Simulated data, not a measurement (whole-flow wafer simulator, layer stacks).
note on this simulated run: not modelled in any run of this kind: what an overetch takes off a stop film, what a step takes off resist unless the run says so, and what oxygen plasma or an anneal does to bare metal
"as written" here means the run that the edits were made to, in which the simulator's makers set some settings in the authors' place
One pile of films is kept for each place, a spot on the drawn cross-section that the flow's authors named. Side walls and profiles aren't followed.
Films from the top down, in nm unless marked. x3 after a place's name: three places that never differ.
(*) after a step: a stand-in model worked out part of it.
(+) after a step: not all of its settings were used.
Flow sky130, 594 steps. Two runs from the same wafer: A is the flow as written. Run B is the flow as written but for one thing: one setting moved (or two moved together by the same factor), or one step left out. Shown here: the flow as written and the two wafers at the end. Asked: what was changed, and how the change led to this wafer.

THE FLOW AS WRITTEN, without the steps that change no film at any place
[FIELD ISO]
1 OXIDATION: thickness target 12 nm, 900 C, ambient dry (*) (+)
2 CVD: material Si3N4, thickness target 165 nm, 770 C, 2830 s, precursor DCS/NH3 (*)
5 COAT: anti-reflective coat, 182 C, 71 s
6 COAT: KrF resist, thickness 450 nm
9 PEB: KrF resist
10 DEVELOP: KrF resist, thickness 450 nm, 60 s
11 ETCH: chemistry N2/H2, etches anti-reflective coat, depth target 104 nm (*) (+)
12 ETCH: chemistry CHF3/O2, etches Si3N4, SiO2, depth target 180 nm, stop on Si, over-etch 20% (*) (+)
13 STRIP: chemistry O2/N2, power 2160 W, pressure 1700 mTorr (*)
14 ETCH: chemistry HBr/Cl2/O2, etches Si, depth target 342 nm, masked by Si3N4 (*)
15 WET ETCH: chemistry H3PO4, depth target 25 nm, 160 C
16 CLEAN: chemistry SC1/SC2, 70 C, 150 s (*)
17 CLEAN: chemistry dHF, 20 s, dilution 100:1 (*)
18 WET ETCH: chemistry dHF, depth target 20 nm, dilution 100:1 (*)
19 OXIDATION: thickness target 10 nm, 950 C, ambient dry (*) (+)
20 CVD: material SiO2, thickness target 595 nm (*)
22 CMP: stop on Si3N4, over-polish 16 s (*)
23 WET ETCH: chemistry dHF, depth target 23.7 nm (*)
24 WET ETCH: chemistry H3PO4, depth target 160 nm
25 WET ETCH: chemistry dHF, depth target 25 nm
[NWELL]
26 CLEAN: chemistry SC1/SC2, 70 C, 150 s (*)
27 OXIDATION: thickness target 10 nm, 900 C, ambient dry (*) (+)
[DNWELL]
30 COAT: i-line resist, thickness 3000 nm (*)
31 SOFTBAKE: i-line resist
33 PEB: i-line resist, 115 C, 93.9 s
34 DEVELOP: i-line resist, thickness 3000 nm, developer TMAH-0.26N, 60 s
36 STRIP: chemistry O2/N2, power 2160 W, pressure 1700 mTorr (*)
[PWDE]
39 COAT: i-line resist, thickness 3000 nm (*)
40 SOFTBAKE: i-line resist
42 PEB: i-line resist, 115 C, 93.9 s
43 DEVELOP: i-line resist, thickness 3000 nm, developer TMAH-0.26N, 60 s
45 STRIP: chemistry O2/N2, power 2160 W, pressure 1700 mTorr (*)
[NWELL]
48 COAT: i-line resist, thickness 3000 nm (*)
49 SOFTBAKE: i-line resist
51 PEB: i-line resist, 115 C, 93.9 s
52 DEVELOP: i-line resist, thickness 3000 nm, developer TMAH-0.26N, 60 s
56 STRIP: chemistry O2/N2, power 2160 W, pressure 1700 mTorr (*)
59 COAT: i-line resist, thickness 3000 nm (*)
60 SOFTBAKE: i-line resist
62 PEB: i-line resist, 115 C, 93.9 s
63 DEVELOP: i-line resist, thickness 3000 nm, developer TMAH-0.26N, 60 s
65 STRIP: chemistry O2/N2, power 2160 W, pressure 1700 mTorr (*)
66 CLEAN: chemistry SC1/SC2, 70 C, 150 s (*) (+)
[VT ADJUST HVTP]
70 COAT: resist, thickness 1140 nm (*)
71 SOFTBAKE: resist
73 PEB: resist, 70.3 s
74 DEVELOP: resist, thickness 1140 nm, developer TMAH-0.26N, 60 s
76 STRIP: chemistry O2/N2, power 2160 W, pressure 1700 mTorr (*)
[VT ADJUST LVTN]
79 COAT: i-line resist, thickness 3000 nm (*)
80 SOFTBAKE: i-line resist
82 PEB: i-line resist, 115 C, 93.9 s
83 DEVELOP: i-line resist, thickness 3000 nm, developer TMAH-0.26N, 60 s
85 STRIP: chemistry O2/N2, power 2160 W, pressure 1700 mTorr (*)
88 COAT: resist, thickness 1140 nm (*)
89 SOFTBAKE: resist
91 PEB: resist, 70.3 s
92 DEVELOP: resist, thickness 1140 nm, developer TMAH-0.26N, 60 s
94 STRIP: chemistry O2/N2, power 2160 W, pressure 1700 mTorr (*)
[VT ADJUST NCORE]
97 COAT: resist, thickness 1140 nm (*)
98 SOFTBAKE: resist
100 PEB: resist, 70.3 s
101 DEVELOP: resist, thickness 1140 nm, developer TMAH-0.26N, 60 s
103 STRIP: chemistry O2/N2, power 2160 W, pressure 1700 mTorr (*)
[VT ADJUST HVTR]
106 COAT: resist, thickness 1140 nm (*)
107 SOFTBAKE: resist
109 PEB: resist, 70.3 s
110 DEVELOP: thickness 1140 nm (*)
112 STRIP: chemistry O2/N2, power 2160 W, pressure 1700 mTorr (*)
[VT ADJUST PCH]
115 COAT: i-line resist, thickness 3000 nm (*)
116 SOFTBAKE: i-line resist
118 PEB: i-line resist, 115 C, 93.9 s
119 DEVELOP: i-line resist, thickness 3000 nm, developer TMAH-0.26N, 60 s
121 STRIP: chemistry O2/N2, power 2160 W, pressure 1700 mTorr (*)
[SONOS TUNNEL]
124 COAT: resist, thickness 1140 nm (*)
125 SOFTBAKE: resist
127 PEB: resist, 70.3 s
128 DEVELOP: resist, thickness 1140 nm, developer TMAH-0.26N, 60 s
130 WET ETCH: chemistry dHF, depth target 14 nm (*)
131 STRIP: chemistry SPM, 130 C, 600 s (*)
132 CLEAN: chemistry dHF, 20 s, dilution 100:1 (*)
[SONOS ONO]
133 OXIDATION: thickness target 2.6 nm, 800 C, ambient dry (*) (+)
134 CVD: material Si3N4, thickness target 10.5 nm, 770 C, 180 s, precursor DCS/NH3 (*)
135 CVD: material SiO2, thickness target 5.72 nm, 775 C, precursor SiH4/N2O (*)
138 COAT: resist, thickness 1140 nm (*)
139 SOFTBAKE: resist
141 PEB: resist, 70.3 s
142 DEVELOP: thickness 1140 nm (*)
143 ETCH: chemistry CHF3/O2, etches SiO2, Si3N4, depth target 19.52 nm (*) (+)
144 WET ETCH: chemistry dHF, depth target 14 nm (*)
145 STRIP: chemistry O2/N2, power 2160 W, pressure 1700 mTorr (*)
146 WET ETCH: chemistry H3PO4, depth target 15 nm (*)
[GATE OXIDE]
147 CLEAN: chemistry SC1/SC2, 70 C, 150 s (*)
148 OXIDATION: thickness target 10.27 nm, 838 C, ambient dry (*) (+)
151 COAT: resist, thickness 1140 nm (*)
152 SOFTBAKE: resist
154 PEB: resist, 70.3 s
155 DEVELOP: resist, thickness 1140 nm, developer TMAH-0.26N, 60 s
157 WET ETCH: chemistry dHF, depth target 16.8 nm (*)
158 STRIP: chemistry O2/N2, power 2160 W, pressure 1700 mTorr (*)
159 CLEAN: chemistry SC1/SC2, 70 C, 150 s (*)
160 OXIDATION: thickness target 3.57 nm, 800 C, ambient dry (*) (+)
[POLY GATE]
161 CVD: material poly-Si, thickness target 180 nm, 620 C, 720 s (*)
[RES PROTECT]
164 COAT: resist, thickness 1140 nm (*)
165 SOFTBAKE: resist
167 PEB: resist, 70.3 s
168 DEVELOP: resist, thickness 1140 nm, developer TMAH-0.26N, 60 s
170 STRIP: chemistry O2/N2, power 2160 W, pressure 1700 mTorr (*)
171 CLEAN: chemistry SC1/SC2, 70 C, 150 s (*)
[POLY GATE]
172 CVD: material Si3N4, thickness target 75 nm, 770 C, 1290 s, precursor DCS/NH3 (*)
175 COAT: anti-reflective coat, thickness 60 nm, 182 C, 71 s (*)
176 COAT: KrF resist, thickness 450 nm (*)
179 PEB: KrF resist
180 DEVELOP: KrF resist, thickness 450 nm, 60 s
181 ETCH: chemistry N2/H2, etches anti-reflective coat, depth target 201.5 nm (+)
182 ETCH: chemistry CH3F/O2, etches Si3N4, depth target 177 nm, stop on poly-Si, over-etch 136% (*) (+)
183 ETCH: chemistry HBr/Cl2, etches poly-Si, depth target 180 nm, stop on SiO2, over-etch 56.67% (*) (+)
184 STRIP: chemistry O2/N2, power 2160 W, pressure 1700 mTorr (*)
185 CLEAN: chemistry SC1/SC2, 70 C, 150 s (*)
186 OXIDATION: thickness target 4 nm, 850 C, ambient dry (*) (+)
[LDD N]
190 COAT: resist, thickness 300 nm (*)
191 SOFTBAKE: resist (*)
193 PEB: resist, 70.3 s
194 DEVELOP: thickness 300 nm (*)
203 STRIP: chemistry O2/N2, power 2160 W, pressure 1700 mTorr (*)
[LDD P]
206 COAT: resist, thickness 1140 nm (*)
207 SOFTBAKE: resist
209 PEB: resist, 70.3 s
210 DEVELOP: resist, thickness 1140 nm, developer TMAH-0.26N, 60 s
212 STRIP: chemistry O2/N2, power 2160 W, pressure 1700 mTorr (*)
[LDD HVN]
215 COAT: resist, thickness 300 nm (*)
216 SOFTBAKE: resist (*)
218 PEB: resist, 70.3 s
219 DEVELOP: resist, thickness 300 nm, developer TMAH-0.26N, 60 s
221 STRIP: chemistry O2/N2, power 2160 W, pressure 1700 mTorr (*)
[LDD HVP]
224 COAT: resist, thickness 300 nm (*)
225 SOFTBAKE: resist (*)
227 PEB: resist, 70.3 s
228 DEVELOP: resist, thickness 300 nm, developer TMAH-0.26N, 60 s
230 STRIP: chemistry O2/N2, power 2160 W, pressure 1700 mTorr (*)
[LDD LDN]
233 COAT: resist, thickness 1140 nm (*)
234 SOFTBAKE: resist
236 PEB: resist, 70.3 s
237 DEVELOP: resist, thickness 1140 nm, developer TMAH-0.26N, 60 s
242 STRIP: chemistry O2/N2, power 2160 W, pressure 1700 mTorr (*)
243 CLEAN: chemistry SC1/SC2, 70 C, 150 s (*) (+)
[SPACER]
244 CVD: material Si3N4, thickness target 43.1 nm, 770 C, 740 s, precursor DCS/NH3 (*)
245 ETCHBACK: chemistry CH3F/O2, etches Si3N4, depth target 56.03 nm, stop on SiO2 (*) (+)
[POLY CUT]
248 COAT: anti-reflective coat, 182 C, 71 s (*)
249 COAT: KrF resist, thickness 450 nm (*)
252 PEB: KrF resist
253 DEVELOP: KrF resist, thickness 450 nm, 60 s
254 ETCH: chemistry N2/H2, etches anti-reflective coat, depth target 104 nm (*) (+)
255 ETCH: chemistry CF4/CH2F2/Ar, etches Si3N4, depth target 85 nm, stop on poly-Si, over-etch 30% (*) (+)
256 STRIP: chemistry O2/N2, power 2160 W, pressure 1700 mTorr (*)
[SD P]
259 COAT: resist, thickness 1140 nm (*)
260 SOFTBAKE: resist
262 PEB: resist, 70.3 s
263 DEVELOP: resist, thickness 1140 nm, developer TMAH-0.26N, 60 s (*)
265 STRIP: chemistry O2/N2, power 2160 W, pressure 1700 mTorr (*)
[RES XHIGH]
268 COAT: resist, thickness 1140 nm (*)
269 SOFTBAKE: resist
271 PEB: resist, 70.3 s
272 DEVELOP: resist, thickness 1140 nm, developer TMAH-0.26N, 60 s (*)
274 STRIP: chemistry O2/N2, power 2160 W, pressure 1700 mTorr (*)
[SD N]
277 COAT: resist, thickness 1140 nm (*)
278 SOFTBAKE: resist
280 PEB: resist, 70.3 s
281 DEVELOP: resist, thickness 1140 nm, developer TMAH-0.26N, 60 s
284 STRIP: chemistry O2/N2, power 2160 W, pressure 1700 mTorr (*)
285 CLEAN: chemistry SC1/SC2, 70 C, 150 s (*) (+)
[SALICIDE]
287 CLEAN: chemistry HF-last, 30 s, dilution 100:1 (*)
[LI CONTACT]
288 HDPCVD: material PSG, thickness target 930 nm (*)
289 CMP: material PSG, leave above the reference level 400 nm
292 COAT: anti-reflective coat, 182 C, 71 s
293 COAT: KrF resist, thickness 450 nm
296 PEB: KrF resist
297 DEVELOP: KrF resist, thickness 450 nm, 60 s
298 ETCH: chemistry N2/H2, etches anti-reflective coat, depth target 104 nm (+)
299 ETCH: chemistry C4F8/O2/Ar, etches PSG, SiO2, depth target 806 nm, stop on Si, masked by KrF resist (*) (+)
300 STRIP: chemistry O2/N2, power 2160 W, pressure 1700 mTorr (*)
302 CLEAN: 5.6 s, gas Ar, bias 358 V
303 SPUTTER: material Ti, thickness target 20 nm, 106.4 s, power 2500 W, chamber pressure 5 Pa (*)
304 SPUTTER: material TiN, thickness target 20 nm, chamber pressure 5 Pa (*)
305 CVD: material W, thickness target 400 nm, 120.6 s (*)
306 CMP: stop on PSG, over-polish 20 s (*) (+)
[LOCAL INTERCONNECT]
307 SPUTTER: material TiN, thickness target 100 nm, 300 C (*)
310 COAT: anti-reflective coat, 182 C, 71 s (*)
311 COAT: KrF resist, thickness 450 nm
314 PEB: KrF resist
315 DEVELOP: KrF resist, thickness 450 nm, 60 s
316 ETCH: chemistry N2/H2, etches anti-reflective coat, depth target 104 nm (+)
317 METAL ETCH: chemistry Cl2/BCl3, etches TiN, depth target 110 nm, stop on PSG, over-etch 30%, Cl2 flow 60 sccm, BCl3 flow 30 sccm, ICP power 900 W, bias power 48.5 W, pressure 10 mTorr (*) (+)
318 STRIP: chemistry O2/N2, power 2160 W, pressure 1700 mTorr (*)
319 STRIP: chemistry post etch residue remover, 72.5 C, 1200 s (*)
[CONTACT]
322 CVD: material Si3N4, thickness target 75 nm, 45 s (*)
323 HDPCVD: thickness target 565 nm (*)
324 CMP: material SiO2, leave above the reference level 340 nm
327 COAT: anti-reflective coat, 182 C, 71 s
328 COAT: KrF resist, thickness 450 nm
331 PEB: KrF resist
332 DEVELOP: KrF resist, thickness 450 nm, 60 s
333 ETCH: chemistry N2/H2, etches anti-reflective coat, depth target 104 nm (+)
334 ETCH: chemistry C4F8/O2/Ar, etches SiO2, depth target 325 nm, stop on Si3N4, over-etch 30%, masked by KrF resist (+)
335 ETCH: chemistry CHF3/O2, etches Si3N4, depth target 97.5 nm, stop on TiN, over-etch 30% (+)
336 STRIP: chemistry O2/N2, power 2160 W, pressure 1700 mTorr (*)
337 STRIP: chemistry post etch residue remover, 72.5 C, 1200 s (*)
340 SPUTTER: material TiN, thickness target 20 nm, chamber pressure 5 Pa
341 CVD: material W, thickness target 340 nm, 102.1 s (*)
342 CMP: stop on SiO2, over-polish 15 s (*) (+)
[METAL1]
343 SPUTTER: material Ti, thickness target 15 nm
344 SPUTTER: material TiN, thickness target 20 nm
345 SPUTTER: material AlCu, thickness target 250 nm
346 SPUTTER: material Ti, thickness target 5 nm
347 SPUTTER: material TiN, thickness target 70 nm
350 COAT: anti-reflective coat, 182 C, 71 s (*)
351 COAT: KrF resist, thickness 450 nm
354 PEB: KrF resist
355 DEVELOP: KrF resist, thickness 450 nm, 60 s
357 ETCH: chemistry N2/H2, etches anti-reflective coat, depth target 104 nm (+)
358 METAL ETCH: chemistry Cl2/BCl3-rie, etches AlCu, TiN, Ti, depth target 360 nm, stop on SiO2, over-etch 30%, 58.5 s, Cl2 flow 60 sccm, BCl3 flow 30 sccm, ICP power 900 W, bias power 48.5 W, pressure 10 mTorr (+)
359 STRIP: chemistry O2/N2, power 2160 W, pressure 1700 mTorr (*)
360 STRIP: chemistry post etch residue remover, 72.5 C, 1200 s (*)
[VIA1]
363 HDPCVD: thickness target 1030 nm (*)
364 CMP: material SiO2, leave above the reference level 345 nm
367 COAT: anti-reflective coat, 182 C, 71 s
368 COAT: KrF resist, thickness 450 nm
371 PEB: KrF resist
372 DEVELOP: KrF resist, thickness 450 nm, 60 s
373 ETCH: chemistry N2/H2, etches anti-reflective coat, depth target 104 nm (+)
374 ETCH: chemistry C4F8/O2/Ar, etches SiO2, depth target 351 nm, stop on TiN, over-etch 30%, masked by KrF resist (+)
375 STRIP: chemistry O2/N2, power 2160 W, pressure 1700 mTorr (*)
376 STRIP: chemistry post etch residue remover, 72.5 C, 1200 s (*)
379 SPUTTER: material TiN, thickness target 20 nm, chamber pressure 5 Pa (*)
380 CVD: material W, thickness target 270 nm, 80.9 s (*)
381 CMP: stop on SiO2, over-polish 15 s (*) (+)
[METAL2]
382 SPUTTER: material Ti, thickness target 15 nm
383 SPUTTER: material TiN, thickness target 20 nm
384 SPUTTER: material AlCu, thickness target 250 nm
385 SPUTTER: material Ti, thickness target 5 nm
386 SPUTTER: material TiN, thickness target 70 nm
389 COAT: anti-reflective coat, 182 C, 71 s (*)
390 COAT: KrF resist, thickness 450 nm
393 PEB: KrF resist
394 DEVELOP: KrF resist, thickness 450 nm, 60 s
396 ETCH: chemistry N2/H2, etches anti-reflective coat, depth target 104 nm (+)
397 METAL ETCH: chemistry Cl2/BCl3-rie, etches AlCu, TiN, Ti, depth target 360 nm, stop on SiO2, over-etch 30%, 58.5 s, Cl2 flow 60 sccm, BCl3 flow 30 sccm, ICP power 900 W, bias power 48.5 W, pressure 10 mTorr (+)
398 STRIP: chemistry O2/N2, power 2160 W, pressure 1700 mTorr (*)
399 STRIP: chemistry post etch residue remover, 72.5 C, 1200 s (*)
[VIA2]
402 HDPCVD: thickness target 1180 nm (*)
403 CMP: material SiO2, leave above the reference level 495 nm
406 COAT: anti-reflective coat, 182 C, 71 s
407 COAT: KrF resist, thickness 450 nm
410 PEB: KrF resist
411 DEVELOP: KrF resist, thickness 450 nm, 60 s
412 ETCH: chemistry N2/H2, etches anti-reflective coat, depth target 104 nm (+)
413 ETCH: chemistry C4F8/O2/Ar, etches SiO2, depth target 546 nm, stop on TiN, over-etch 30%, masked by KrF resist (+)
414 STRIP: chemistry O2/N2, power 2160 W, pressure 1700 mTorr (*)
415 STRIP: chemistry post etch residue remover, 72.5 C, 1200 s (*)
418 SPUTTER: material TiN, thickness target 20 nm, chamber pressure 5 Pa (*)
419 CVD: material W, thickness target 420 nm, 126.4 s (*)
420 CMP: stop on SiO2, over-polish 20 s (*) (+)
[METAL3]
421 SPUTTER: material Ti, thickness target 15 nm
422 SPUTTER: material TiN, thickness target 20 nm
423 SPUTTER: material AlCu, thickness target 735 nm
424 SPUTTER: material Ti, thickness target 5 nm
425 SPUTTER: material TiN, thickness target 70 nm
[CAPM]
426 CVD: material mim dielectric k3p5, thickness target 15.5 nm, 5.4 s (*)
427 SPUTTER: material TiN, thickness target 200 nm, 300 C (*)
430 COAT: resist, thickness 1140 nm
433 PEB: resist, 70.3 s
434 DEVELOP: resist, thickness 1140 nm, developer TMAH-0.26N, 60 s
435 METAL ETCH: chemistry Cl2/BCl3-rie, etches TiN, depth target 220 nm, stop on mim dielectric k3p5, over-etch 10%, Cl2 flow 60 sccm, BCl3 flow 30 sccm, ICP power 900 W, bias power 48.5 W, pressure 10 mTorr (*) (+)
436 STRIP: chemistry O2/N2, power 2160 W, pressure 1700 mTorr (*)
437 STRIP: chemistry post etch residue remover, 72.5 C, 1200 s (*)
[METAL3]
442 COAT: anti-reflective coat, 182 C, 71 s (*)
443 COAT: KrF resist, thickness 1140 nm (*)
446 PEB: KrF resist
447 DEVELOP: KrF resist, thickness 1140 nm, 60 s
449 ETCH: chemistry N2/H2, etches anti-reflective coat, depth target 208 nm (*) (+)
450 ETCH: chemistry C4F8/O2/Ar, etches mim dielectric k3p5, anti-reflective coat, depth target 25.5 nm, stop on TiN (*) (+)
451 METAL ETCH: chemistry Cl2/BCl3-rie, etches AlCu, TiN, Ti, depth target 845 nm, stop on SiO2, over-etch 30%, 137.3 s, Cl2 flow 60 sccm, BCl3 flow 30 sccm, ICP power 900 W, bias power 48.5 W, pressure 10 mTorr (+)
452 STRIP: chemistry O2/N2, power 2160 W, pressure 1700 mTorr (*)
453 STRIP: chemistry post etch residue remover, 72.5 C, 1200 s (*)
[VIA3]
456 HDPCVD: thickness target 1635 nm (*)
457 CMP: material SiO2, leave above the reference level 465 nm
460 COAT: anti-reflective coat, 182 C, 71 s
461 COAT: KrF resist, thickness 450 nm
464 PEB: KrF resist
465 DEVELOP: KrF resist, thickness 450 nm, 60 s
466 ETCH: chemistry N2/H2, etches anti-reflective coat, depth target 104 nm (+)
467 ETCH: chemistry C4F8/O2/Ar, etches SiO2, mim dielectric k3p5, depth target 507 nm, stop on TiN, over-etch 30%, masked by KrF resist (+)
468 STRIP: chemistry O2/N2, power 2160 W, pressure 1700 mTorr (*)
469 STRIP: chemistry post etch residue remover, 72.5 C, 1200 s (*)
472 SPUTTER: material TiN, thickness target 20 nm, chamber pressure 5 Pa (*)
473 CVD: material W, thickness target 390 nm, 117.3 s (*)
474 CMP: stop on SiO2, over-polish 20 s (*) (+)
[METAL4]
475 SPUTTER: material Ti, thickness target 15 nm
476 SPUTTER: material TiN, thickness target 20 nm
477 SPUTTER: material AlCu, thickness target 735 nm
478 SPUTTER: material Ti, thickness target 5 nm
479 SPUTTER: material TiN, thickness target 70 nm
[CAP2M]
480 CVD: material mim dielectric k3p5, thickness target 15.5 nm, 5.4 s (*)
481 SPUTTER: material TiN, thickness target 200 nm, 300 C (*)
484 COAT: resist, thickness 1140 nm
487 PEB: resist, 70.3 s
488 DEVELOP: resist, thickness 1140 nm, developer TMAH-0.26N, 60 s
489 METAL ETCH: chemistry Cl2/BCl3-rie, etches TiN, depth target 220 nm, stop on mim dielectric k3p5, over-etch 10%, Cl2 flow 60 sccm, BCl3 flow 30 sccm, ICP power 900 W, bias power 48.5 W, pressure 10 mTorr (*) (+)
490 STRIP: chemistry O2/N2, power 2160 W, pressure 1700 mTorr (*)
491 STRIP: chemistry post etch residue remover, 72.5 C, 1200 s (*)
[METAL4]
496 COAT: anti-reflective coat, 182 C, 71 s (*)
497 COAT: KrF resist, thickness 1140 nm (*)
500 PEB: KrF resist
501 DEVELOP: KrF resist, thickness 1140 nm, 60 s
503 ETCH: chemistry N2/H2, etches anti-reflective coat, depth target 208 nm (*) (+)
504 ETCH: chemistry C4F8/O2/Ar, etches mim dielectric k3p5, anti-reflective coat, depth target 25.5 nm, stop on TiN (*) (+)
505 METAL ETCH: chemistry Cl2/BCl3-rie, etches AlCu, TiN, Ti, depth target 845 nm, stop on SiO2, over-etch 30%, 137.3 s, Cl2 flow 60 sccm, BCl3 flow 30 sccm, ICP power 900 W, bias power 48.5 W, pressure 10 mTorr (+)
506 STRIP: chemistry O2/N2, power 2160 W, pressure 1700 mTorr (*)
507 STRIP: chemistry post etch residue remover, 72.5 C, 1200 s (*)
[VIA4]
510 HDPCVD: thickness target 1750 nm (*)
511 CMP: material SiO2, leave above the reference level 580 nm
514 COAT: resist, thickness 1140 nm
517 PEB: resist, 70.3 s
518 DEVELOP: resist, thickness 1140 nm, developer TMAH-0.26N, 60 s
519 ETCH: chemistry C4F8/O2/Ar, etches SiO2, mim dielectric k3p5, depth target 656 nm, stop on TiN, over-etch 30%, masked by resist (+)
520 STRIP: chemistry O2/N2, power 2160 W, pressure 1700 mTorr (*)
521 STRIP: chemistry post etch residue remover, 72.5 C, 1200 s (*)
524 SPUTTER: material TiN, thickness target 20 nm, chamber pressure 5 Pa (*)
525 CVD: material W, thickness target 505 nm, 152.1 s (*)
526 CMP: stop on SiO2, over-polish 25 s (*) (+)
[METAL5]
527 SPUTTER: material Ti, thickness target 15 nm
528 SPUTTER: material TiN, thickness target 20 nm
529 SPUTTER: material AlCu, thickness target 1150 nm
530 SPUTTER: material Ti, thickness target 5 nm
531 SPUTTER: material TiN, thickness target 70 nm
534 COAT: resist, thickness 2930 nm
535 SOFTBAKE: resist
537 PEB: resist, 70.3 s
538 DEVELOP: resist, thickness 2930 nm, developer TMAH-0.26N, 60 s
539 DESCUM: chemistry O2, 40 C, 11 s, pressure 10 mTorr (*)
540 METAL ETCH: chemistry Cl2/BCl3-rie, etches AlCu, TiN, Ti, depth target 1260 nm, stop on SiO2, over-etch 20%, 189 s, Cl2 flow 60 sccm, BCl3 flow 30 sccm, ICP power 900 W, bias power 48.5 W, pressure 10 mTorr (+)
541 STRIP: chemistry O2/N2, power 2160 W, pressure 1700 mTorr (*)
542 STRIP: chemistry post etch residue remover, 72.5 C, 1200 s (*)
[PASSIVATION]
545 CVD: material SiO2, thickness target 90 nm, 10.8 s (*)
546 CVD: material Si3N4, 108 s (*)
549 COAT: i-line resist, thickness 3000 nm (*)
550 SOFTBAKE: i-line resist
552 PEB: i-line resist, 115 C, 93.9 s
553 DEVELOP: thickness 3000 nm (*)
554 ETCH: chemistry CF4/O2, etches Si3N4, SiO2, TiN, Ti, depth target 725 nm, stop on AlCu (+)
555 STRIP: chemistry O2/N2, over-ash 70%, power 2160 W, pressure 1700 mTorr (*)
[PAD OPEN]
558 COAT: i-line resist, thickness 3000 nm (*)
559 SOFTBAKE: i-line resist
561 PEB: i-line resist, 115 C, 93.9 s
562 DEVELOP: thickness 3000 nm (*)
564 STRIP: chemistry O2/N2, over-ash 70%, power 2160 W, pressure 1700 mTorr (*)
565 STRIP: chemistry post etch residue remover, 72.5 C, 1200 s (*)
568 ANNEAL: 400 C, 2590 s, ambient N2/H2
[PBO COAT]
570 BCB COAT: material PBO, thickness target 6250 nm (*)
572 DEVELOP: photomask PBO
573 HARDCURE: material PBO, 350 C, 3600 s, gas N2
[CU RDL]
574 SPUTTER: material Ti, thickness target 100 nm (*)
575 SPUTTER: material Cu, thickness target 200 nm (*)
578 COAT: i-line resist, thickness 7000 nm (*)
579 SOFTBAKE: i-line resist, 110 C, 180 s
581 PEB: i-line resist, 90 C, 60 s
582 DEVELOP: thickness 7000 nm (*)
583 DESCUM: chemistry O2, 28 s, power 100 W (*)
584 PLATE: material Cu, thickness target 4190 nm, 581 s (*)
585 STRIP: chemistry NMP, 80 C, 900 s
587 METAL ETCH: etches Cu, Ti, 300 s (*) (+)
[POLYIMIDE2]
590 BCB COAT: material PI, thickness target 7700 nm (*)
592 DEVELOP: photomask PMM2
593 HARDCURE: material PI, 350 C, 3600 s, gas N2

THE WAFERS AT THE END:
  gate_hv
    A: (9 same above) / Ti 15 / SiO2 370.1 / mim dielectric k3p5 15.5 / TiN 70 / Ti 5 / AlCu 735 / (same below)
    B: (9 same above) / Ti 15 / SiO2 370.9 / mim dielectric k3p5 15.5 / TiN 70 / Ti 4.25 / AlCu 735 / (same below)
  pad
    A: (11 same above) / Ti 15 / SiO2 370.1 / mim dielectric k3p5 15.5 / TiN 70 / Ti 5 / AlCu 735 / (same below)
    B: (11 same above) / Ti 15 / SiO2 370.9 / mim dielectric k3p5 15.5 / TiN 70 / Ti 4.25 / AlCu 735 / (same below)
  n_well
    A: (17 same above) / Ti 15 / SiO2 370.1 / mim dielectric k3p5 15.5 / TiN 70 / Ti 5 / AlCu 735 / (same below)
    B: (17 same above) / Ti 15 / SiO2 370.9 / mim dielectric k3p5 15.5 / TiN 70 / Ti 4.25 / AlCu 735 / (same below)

The cause: step 424, SPUTTER: thickness target 4.25 nm was run, where the flow has thickness target 5 nm.
It can be read off the wafer: gate_hv has Ti 4.25, and step 424 as written asks for 5 nm.

How the change led to this, step by step:
  424 SPUTTER: material Ti, thickness target 5 nm
      field, active, n_well and 188 more: A Ti +5 (new film) | B Ti +4.25 (new film)
  451 METAL ETCH: chemistry Cl2/BCl3-rie, etches AlCu, TiN, Ti, depth target 845 nm, stop on SiO2, over-etch 30%, 137.3 s, Cl2 flow 60 sccm, BCl3 flow 30 sccm, ICP power 900 W, bias power 48.5 W, pressure 10 mTorr (+)
      field, gate, spacer and 68 more: A TiN -70 (all of it), Ti -5 (all of it), AlCu -735 (all of it), TiN -20 (all of it), Ti -15 (all of it), SiO2 -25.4 | B TiN -70 (all of it), Ti -4.25 (all of it), AlCu -735 (all of it), TiN -20 (all of it), Ti -15 (all of it), SiO2 -25.4
      active, vpp_ln, vpp_iso2 and 11 more: A TiN -70 (all of it), Ti -5 (all of it), AlCu -735 (all of it), TiN -20 (all of it), Ti -15 (all of it), SiO2 -25.3 | B TiN -70 (all of it), Ti -4.25 (all of it), AlCu -735 (all of it), TiN -20 (all of it), Ti -15 (all of it), SiO2 -25.4
